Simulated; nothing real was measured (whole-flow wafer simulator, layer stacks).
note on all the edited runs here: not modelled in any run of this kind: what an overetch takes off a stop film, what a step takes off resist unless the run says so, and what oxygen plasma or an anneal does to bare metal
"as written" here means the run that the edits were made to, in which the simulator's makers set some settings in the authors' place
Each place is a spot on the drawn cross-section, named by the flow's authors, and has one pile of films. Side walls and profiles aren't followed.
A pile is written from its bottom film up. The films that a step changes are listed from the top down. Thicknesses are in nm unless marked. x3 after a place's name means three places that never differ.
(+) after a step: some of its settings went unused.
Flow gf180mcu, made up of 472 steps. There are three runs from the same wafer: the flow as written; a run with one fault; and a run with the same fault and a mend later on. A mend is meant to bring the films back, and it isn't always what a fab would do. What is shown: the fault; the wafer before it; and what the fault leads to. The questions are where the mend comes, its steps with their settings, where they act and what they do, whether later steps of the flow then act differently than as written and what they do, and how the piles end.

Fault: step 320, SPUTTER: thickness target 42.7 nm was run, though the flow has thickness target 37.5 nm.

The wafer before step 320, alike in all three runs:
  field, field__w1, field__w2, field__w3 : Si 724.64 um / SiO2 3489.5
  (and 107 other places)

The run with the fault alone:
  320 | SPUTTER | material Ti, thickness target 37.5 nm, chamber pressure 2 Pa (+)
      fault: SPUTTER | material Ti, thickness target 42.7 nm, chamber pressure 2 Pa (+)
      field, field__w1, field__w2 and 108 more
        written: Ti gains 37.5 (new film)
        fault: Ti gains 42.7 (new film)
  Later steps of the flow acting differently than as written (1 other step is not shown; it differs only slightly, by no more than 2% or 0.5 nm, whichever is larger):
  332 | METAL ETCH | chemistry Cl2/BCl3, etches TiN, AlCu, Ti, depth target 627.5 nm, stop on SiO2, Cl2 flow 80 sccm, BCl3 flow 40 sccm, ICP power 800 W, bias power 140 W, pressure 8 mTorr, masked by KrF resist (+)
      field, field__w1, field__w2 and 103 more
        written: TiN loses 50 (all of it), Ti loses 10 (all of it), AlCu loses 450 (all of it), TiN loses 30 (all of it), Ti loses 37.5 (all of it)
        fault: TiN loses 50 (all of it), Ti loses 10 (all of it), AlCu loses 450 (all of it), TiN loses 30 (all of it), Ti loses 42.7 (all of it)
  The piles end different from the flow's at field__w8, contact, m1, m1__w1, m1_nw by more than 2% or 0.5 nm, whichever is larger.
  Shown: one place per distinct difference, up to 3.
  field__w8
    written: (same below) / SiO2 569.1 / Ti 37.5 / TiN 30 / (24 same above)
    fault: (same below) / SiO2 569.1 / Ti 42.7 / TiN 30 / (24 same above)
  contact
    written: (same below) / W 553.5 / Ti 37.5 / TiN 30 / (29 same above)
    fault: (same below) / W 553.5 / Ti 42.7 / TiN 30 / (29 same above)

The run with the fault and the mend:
  The mend follows step 320.
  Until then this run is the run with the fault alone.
  320a | METAL ETCH | chemistry Cl2/BCl3, etches TiN, AlCu, Ti, depth target 5.2 nm, Cl2 flow 80 sccm, BCl3 flow 40 sccm, ICP power 800 W, bias power 140 W, pressure 8 mTorr (the flow's step 260 again, with other settings)
      field, field__w1, field__w2 and 108 more
        Ti loses 5.2
  Later steps of the flow that are run all act as written at every place that is followed.
  At every place that both follow, the piles at the end match the flow's.
